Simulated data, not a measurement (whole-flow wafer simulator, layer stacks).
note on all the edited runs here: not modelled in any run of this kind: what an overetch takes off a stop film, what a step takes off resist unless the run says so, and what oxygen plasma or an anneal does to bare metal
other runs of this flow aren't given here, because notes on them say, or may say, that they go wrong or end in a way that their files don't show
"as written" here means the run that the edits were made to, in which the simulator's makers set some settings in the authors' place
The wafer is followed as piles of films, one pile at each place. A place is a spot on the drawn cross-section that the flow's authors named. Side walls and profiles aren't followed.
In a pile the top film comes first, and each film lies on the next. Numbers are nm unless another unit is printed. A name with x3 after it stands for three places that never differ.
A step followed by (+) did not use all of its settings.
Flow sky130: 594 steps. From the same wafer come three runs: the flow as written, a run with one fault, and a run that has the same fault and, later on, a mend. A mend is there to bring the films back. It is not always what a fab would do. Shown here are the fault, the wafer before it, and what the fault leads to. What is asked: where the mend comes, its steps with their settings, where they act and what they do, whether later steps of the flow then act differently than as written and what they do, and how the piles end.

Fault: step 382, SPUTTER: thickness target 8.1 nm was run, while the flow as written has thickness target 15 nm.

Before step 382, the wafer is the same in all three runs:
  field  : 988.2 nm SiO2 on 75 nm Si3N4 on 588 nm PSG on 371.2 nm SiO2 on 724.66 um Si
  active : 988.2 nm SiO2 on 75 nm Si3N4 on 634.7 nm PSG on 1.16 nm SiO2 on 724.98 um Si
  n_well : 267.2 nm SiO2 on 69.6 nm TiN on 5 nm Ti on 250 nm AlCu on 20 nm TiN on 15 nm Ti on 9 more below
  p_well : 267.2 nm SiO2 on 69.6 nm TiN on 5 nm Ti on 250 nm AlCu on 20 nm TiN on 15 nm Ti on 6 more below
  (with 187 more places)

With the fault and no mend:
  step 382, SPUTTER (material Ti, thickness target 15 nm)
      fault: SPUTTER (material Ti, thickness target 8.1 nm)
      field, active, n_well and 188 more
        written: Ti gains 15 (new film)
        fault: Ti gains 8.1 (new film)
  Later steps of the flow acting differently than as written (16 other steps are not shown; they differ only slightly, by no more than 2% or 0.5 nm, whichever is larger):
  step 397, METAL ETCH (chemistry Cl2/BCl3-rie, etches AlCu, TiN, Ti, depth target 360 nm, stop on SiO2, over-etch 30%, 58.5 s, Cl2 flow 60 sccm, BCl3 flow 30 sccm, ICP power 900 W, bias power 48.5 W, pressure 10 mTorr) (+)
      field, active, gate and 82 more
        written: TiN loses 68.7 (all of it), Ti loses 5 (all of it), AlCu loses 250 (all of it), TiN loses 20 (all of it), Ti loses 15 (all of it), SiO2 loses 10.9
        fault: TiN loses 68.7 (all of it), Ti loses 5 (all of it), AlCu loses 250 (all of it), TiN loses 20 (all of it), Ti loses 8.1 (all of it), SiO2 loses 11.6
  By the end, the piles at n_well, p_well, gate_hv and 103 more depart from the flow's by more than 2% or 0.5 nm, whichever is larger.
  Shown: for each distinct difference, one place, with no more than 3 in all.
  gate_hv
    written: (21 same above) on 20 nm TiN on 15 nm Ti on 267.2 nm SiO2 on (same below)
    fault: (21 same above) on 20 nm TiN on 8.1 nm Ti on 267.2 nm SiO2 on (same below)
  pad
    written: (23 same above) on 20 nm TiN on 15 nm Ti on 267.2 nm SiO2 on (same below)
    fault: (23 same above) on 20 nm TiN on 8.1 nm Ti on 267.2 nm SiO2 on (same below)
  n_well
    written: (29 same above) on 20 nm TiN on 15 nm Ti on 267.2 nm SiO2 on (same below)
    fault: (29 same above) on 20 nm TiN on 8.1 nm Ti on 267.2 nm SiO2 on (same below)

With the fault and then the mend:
  The mend stands after step 382.
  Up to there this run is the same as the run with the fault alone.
  step 382a, SPUTTER (material Ti, thickness target 6.9 nm) (the flow's step 382 again, with other settings)
      field, active, n_well and 188 more
        Ti gains 6.9
  Every later step of the flow that is run acts as written at every place that is followed.
  At every place that both follow, the piles at the end match the flow's.
